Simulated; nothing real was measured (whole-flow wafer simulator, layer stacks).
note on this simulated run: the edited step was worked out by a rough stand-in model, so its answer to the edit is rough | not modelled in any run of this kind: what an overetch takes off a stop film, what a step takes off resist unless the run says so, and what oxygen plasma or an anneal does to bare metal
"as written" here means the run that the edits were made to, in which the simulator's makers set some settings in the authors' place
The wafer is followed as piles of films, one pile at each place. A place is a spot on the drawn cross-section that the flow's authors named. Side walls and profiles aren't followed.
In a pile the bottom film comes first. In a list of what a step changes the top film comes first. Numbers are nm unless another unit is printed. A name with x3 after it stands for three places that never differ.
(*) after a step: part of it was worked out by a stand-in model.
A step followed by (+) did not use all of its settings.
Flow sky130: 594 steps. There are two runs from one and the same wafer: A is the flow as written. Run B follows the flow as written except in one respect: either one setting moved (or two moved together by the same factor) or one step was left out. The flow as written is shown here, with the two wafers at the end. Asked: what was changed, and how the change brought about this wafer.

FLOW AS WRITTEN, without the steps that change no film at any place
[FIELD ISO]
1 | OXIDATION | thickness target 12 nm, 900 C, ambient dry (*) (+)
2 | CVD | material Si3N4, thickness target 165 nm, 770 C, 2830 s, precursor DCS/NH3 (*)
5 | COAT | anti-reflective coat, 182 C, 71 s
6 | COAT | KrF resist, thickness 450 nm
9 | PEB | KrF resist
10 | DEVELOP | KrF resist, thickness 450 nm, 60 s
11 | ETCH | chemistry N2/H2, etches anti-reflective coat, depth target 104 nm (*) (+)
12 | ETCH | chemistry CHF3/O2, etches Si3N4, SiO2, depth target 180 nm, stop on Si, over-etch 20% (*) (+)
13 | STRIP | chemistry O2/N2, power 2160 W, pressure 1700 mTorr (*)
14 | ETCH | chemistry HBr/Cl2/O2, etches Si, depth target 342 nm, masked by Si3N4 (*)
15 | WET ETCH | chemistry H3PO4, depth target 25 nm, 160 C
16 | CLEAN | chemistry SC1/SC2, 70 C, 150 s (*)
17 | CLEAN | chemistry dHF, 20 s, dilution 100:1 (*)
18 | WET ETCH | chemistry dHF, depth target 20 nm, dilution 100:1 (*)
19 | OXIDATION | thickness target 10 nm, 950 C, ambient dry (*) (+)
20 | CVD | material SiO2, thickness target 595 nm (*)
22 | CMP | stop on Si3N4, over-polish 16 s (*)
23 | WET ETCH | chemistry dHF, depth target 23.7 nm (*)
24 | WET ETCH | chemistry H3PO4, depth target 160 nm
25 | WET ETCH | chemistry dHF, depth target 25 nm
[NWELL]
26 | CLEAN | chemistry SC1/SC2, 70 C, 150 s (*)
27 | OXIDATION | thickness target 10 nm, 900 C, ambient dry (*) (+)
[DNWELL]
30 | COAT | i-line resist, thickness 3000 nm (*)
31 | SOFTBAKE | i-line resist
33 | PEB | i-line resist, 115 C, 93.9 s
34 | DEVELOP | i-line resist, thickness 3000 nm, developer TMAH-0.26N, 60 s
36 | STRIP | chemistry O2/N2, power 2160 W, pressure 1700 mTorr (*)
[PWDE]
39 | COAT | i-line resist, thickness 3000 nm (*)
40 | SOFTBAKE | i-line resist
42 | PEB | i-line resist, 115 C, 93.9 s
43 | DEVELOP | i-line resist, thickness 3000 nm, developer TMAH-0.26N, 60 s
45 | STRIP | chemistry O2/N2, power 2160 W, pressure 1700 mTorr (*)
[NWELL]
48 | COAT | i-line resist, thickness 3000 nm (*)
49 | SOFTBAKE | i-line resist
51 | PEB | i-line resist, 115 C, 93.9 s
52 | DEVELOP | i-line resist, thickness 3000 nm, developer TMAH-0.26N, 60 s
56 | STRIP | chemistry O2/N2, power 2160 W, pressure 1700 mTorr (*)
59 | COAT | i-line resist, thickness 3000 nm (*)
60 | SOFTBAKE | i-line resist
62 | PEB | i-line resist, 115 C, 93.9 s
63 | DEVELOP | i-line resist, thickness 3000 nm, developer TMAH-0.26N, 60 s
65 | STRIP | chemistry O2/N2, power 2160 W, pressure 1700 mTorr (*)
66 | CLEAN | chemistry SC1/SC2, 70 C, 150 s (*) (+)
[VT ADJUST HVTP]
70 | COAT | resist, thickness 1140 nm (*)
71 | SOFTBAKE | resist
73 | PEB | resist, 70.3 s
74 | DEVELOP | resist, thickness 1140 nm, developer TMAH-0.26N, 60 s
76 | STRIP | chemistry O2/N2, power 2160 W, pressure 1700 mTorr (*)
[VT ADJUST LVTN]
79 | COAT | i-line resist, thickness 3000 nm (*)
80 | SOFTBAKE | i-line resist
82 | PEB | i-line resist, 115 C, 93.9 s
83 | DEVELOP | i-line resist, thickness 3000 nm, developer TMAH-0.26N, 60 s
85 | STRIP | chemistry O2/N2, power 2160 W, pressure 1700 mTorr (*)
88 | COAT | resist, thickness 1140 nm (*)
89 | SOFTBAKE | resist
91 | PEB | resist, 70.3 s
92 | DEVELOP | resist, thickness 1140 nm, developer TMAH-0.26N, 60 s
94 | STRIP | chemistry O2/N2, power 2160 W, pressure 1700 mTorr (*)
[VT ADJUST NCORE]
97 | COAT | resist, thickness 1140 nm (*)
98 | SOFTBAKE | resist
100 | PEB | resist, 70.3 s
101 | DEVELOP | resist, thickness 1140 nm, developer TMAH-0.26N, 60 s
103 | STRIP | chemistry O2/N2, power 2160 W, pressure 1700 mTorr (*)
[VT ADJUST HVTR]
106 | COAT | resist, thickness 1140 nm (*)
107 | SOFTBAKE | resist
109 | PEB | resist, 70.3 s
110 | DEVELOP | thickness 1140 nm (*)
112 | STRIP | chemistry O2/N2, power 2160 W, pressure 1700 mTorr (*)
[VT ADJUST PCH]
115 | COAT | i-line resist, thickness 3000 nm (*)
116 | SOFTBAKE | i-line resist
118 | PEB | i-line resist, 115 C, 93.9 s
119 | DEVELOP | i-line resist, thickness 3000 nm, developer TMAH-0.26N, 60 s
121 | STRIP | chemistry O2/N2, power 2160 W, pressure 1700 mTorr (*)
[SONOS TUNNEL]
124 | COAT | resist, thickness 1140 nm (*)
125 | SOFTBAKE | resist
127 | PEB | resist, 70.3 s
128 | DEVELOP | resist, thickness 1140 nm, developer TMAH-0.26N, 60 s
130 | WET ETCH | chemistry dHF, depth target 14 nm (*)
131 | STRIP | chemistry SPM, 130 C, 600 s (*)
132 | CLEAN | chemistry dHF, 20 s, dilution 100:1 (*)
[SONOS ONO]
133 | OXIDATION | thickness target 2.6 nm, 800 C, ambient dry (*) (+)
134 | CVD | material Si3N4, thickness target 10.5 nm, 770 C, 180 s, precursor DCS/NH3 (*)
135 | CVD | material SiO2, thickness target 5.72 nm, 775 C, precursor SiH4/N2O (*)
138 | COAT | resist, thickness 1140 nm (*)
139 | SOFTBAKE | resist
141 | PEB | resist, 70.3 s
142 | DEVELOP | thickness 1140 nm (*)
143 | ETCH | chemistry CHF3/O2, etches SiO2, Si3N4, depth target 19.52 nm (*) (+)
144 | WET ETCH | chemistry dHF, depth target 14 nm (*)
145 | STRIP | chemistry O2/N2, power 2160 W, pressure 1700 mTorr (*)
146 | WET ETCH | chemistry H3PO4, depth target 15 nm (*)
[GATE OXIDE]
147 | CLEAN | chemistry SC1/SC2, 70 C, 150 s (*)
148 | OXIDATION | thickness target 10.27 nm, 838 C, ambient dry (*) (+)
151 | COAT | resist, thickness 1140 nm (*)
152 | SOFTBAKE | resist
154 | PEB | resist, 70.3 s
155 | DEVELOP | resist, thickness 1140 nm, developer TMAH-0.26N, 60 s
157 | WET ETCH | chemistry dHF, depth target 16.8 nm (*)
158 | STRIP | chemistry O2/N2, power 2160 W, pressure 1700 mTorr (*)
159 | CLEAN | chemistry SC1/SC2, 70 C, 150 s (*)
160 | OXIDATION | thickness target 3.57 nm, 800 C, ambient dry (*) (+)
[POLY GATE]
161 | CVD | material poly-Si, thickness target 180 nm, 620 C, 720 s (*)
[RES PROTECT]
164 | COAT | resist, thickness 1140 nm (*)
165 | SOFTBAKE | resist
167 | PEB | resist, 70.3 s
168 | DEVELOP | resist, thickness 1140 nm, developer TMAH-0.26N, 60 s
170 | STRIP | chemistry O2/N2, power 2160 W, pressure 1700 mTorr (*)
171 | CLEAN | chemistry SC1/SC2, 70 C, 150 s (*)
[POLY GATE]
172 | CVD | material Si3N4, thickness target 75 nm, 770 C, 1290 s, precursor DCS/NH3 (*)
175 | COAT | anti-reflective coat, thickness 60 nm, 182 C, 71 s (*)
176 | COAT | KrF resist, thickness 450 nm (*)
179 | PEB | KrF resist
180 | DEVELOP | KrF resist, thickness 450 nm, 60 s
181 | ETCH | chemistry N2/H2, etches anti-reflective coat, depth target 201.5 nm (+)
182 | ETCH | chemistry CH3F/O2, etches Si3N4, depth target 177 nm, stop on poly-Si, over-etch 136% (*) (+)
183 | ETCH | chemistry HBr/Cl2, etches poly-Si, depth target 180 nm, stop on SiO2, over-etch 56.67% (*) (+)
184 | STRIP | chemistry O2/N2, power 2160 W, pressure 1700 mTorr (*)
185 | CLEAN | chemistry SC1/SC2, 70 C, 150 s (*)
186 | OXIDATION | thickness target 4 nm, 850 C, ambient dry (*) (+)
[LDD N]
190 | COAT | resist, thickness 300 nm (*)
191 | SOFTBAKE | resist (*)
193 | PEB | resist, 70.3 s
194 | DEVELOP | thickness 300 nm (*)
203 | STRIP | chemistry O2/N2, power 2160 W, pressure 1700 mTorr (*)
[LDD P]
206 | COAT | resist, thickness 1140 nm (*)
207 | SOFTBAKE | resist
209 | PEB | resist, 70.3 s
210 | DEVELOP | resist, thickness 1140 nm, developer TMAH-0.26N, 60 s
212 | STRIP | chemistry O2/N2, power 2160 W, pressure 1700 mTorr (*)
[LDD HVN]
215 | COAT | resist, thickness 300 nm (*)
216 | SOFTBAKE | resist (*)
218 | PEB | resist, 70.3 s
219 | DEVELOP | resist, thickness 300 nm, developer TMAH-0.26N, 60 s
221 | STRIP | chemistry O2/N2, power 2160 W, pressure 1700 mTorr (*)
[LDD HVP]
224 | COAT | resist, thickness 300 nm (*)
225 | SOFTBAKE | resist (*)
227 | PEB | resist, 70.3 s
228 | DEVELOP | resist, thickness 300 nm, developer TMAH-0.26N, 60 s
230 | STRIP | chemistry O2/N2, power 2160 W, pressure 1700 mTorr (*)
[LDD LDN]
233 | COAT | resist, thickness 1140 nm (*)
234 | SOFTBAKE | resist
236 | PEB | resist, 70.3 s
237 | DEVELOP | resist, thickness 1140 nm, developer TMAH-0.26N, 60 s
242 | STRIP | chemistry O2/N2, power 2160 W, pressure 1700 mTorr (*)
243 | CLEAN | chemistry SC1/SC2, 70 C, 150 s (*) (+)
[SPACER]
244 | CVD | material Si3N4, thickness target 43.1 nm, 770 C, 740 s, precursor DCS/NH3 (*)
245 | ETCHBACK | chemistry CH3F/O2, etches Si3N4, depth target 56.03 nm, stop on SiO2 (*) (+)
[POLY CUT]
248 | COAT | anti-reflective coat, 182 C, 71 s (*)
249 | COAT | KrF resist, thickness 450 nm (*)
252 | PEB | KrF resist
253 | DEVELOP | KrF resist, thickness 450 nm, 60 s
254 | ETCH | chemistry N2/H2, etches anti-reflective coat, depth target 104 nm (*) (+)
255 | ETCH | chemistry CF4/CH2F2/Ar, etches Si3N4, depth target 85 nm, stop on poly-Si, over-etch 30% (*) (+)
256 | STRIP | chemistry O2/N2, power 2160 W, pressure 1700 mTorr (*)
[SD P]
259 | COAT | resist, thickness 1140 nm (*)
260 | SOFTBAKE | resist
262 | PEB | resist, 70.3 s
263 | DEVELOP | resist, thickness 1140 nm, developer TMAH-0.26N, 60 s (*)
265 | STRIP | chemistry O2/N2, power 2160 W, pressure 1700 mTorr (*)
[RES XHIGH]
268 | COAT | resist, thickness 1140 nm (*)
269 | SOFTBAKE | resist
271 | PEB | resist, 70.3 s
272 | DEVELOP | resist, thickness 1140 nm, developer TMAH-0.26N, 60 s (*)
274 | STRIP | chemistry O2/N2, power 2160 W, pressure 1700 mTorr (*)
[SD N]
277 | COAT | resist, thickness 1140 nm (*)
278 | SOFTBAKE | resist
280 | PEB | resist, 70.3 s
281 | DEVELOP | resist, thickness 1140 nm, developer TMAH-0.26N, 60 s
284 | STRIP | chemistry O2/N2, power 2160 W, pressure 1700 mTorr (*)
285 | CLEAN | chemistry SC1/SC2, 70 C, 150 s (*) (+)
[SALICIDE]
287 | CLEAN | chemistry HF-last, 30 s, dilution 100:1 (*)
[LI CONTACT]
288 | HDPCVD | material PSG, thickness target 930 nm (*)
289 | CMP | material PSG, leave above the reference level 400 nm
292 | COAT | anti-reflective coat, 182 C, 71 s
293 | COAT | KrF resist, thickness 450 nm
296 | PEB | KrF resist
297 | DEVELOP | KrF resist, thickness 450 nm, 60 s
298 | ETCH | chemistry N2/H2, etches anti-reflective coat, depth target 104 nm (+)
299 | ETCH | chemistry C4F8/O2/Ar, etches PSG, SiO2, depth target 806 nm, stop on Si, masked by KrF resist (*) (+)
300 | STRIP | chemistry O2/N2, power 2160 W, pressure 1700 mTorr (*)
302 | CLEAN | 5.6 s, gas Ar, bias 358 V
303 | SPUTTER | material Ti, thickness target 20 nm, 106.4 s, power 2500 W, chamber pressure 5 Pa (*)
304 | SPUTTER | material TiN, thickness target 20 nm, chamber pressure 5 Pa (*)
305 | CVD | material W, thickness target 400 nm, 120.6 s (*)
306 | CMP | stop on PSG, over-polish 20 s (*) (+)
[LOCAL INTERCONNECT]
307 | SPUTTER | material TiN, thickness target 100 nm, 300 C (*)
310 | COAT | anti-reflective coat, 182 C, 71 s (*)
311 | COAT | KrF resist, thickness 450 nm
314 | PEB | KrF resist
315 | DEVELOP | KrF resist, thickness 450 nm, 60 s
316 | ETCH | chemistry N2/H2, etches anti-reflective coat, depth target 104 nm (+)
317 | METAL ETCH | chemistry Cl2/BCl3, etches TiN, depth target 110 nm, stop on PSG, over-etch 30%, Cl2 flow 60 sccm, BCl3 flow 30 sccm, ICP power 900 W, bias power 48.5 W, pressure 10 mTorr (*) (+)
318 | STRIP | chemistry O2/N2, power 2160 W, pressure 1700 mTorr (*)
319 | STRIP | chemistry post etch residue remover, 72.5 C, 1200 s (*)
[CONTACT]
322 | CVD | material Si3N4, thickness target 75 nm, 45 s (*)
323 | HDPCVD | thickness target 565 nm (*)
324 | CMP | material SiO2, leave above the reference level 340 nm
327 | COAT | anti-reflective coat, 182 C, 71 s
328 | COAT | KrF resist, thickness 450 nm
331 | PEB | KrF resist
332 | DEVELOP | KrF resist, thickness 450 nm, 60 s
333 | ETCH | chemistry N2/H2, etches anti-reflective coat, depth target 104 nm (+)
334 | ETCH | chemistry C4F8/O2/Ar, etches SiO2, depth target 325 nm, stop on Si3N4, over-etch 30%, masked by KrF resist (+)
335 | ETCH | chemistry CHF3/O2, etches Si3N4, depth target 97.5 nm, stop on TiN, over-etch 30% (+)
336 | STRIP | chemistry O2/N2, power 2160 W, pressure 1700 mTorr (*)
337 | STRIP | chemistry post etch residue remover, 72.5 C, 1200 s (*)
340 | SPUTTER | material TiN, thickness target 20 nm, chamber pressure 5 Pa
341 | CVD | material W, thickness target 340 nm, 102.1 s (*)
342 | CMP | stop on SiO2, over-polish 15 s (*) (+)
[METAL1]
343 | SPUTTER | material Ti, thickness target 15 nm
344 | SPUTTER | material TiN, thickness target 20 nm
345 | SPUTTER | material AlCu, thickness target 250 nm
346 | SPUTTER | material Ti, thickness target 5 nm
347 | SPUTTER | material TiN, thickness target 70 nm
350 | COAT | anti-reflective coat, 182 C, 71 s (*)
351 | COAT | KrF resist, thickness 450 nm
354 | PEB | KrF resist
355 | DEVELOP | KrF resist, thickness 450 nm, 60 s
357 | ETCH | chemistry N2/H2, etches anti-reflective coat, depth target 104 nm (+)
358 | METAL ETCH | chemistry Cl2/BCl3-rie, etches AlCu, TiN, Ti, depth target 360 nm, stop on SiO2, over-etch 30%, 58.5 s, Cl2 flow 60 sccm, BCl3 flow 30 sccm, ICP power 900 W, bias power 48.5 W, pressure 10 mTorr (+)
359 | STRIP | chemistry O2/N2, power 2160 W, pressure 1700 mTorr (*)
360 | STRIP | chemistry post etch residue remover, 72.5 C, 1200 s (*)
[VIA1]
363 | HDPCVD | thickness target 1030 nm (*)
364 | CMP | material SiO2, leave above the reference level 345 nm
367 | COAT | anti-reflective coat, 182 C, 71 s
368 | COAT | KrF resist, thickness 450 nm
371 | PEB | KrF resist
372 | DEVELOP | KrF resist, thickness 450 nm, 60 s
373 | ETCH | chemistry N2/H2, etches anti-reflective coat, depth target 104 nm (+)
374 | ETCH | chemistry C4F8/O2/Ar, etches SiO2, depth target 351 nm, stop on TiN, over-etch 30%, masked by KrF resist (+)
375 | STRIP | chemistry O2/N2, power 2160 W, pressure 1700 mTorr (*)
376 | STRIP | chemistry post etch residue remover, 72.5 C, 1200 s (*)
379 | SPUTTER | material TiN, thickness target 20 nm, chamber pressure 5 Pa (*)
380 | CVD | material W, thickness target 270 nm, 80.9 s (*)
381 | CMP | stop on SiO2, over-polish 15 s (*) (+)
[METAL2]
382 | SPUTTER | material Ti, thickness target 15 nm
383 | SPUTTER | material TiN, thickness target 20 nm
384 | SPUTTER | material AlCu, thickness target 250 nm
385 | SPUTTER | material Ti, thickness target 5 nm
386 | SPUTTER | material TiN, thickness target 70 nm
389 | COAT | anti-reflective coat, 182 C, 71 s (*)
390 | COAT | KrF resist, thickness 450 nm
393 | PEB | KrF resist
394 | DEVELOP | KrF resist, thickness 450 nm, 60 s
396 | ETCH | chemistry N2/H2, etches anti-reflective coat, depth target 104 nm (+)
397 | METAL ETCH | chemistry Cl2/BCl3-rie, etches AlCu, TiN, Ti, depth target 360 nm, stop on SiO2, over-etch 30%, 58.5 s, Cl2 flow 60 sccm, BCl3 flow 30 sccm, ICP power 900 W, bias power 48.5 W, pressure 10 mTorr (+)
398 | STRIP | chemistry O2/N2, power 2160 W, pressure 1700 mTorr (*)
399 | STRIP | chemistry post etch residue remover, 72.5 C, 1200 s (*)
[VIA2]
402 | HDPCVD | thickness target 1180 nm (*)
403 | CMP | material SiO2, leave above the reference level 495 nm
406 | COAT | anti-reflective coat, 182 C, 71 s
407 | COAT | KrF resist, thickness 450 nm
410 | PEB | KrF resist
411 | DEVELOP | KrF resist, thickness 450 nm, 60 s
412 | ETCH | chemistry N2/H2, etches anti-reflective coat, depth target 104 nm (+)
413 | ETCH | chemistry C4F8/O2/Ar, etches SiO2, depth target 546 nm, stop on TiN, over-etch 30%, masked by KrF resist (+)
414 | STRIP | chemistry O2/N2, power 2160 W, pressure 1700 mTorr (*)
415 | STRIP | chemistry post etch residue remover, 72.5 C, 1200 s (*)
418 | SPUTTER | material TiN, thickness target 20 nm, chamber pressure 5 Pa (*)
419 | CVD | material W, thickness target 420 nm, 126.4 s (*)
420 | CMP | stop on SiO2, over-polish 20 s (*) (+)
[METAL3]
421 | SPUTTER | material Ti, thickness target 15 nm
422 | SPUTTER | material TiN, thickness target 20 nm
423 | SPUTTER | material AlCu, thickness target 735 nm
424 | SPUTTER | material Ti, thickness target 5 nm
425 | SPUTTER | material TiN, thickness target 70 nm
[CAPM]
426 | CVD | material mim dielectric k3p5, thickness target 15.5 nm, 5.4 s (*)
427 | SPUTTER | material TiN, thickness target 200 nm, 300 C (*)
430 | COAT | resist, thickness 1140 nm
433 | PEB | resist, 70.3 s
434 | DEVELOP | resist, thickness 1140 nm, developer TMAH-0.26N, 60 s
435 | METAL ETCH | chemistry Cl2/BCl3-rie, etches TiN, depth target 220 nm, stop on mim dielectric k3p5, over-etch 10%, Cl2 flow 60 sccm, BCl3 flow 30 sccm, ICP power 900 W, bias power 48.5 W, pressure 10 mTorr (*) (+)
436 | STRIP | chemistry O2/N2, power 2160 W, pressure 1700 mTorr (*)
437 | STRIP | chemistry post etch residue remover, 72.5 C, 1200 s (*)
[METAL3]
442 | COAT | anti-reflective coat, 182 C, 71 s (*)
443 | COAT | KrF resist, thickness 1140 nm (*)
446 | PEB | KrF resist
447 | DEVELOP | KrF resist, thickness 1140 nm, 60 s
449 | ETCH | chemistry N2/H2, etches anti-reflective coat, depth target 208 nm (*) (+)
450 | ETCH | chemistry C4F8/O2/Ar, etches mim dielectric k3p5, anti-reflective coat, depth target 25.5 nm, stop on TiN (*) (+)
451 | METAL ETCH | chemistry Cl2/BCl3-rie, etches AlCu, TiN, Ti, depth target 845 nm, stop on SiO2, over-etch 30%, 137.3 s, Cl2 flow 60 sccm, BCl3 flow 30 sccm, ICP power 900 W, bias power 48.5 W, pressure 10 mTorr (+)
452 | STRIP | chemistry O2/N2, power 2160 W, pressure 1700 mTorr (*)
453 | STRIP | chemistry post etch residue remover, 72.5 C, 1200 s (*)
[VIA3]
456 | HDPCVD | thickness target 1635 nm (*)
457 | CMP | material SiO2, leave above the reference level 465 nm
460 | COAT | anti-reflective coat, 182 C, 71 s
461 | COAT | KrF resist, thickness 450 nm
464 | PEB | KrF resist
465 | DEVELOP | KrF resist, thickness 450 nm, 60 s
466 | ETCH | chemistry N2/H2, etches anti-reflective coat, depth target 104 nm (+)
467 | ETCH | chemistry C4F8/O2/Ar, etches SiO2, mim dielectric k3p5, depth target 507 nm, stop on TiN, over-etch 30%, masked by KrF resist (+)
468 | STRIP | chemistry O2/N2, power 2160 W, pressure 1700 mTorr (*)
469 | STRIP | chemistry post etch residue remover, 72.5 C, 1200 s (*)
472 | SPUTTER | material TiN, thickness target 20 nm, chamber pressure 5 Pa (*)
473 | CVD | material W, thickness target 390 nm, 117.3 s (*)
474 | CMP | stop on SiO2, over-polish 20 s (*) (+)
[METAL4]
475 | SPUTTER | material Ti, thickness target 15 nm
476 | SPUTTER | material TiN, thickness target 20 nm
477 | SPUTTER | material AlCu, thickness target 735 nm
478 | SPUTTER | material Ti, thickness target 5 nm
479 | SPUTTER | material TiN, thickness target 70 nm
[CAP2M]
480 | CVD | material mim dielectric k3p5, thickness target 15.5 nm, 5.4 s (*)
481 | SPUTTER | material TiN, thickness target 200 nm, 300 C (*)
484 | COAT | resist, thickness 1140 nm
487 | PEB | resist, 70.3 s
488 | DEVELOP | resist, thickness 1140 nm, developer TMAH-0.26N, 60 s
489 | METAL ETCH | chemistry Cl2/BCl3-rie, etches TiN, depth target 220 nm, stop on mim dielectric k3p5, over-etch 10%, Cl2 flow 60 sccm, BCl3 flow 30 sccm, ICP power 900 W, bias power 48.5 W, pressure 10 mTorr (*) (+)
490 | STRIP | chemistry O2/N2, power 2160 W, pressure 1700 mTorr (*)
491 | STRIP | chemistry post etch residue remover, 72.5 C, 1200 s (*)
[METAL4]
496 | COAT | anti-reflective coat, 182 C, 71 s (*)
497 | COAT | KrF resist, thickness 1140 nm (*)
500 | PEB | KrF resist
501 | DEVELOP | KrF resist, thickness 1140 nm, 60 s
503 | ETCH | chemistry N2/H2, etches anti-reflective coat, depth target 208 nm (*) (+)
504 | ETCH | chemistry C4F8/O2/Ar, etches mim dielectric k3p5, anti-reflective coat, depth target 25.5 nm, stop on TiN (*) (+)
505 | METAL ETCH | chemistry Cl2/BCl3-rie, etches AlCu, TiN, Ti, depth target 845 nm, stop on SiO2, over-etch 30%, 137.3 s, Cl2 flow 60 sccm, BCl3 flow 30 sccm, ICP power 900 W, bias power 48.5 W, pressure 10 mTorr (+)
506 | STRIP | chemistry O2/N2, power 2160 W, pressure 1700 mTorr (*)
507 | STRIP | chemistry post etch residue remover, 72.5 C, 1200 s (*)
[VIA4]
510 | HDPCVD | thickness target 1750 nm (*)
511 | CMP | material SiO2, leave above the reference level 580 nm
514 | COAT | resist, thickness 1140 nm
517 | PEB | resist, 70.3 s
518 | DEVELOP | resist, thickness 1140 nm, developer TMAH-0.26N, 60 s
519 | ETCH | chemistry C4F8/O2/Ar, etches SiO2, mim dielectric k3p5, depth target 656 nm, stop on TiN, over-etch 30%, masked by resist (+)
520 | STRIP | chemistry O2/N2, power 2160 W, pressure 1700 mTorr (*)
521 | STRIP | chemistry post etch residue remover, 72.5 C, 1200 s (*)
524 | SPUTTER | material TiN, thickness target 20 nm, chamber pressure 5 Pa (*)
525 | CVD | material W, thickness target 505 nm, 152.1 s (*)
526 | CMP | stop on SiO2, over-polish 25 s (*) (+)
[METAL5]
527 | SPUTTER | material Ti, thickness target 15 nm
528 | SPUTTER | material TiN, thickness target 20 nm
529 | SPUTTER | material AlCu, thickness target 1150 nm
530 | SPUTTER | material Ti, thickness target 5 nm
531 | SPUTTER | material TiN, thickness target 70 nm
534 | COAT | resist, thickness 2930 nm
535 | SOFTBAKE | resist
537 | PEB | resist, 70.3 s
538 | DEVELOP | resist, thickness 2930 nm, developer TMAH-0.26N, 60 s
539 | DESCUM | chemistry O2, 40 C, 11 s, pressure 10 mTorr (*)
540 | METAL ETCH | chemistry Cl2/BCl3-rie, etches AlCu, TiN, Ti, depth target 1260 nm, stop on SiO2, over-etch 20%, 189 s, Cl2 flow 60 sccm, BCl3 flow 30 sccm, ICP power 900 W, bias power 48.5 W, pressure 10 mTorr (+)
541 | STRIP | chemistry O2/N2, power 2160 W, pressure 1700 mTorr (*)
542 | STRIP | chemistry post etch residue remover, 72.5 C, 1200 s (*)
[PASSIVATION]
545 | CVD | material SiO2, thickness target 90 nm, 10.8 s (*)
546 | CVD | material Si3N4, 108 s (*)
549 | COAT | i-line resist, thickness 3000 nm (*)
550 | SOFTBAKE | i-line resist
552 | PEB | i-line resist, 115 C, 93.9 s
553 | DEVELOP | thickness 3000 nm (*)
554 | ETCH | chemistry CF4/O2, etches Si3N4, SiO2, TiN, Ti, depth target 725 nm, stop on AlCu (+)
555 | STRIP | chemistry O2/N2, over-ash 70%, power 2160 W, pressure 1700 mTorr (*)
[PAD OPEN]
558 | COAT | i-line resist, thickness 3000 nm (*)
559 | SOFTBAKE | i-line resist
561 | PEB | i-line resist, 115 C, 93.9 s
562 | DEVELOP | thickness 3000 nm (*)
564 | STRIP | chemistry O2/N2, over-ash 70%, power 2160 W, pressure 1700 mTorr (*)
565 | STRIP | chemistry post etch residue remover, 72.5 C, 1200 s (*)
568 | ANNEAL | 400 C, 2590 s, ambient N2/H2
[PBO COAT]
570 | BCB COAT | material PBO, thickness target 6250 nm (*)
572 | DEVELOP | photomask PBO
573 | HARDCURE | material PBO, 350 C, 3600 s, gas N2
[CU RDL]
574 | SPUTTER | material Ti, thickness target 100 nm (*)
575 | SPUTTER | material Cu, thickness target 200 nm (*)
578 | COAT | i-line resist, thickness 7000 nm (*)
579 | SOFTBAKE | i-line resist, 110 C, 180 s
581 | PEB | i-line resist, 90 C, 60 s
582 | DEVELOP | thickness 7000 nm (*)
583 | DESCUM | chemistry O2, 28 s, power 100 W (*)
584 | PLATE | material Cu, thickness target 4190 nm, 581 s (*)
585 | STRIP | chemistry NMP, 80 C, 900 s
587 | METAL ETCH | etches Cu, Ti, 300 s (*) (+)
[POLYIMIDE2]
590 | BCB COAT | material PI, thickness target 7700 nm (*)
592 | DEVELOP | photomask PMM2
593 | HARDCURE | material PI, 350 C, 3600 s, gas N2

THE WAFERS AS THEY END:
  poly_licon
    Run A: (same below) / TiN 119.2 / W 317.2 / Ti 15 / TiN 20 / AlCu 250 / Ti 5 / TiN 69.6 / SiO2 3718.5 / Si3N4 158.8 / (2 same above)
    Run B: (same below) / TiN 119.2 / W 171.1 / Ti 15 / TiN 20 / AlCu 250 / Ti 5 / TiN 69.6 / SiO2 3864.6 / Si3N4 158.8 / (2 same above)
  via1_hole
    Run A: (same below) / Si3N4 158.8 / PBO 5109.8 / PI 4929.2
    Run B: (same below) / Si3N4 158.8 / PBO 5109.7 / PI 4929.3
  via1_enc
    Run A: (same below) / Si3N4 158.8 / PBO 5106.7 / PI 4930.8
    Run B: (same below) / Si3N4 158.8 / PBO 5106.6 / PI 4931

The reason: step 341, CVD: thickness target 170 nm was run, whereas the flow has thickness target 340 nm; step 341, CVD: 51.06 s was run, where the flow has 102.1 s.

How this came from the change, step by step:
  341 | CVD | material W, thickness target 340 nm, 102.1 s (*)
      field, active, n_well and 185 more: A +340 W (new film) | B +171.1 W (new film)
      ndiff_licon_cpp, rpo_hd_licon: A +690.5 W (new film) | B +521.6 W (new film)
      (as well as at 1 more place)
  342 | CMP | stop on SiO2, over-polish 15 s (*) (+)
      poly_licon: A -22.8 W | B nothing
      field, active, n_well and 184 more: A -340 W (all of it), -20 TiN (all of it), -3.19 SiO2 | B -171.1 W (all of it), -20 TiN (all of it), -3.19 SiO2
      (as well as at 3 more places)
  350 | COAT | anti-reflective coat, 182 C, 71 s (*)
      poly_licon: A +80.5 anti-reflective coat (new film) | B +226.6 anti-reflective coat (new film)
  359 | STRIP | chemistry O2/N2, power 2160 W, pressure 1700 mTorr (*)
      poly_licon: A -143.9 KrF resist (all of it), -80.5 anti-reflective coat (all of it) | B -143.9 KrF resist (all of it), -226.6 anti-reflective coat (all of it)
  364 | CMP | material SiO2, leave above the reference level 345 nm
      poly_licon: A -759 SiO2 | B -612.9 SiO2
